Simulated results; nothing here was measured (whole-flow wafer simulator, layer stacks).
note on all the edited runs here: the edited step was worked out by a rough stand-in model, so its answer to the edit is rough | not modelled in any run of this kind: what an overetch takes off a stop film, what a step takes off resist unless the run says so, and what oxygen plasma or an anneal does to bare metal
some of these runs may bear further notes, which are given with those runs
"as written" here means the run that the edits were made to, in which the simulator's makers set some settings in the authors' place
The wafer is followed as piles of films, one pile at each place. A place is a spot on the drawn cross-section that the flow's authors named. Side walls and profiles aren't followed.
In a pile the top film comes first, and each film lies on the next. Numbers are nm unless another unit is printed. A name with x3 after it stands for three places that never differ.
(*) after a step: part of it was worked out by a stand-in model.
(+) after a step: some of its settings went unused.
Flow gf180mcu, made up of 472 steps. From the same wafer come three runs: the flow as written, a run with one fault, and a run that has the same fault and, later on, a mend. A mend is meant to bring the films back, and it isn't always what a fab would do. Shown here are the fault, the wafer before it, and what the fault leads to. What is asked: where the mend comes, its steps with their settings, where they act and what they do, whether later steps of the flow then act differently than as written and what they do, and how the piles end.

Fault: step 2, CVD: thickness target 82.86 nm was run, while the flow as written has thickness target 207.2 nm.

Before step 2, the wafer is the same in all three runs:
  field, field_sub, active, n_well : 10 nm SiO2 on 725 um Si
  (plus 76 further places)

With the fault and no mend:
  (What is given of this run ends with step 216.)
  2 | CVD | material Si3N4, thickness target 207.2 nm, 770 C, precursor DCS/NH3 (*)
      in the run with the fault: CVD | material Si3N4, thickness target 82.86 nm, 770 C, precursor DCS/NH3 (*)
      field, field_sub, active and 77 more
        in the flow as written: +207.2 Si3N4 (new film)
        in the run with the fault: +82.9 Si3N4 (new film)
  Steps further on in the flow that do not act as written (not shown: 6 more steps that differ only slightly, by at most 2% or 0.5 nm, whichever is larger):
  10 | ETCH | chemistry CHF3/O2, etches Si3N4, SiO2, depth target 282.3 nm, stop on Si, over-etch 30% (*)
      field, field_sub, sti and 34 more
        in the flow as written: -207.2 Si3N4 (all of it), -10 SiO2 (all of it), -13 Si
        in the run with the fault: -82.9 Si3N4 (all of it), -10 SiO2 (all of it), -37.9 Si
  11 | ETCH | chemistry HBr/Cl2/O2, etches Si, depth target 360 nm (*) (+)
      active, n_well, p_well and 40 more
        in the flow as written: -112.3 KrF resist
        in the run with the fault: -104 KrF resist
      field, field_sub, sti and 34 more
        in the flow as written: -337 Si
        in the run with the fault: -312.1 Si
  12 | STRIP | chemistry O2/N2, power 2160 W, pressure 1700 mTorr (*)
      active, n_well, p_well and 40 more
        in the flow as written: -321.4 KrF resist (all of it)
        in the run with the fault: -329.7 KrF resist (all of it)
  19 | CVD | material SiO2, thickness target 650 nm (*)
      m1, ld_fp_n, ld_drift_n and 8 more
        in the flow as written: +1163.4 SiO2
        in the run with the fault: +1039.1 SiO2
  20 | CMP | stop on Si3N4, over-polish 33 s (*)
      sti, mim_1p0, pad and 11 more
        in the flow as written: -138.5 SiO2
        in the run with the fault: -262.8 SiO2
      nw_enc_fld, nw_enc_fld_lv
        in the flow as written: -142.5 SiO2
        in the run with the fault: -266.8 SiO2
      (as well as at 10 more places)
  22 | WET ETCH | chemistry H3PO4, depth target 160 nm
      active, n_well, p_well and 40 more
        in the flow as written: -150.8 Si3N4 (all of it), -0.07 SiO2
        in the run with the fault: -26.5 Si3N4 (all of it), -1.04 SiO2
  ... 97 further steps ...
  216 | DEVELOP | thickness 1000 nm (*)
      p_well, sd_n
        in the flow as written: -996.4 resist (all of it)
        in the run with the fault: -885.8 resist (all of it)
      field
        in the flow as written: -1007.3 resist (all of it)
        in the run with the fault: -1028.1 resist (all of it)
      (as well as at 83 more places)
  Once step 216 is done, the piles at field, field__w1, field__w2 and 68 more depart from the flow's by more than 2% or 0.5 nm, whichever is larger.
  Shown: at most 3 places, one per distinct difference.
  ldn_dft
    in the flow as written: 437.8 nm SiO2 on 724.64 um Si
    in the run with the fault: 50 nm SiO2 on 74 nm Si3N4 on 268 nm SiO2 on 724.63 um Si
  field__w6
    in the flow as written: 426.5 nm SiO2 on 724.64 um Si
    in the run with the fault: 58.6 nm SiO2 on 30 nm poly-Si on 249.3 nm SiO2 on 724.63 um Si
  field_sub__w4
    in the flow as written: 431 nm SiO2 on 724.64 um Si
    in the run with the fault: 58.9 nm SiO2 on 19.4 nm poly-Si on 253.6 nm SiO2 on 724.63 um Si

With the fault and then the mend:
  The mend follows step 2.
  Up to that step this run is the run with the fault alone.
  2a | CVD | material Si3N4, thickness target 124.3 nm, 770 C, precursor DCS/NH3 (*) (a further turn of the flow's step 2, with different settings)
      field, field_sub, active and 77 more
        +124.3 Si3N4
  Later steps of the flow that are run all act as written at every place that is followed.
  The piles end the same as the flow's at every place that both follow.
